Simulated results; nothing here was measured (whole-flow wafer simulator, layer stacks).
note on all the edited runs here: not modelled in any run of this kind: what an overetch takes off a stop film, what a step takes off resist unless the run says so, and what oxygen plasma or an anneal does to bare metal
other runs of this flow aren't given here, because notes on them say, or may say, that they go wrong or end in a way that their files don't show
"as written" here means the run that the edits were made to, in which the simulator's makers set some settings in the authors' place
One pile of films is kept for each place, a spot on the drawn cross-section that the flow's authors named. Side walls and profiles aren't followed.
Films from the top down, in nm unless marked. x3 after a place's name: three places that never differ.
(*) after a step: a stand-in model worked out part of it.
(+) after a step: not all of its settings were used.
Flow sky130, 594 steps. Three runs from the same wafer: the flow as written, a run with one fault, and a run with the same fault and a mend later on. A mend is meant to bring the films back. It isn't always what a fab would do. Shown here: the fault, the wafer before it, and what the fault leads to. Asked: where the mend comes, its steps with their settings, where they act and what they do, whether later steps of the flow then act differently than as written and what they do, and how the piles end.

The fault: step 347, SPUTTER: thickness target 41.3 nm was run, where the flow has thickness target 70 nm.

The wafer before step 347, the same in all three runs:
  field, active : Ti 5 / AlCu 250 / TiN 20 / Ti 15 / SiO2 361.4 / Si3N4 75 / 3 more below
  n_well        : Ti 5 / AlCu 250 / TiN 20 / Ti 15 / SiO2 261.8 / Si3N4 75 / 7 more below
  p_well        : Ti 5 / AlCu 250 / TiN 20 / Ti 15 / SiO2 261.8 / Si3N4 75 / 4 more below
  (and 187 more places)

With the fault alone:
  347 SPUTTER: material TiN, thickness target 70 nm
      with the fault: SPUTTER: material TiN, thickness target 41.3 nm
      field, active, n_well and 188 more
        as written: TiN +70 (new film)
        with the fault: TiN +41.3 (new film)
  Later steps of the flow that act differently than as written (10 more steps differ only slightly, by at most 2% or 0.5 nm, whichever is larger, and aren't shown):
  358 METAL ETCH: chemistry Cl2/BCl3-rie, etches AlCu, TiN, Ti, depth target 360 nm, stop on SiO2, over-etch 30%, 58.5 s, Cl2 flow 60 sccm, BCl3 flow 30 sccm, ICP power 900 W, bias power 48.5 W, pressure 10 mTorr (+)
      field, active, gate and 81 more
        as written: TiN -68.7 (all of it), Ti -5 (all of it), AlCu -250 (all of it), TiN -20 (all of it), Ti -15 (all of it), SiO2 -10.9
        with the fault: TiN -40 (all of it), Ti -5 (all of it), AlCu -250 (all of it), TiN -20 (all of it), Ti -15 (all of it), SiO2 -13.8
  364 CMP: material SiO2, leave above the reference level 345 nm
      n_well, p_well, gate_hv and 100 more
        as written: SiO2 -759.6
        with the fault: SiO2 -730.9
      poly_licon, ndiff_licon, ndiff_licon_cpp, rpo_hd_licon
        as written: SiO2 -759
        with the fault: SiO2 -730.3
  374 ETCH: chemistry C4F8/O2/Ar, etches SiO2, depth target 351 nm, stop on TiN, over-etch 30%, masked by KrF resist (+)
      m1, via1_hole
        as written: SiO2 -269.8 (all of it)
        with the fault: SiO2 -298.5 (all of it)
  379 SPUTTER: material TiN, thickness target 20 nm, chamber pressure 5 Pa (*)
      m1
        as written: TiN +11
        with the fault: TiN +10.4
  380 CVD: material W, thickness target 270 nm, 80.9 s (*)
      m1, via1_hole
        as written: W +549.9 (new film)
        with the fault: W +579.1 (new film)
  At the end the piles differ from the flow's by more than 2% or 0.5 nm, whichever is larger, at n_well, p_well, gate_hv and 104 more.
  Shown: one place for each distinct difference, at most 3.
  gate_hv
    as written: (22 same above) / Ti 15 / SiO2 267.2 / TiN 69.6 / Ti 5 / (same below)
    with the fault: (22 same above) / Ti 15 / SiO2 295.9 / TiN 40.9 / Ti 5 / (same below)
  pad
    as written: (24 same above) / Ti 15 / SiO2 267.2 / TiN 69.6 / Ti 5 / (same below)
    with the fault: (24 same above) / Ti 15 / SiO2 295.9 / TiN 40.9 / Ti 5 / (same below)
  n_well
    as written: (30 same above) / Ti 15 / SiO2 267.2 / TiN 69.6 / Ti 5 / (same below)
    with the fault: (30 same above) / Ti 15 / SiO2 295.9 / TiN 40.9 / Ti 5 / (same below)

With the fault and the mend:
  The mend comes after step 347.
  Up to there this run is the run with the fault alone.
  347a SPUTTER: material TiN, thickness target 28.7 nm (the flow's step 347 once more, with other settings)
      field, active, n_well and 188 more
        TiN +28.7
  No later step of the flow acts differently than as written, at any place that is followed, by more than 2% or 0.5 nm, whichever is larger.
  At the end the piles are the same as the flow's at every place that both follow.
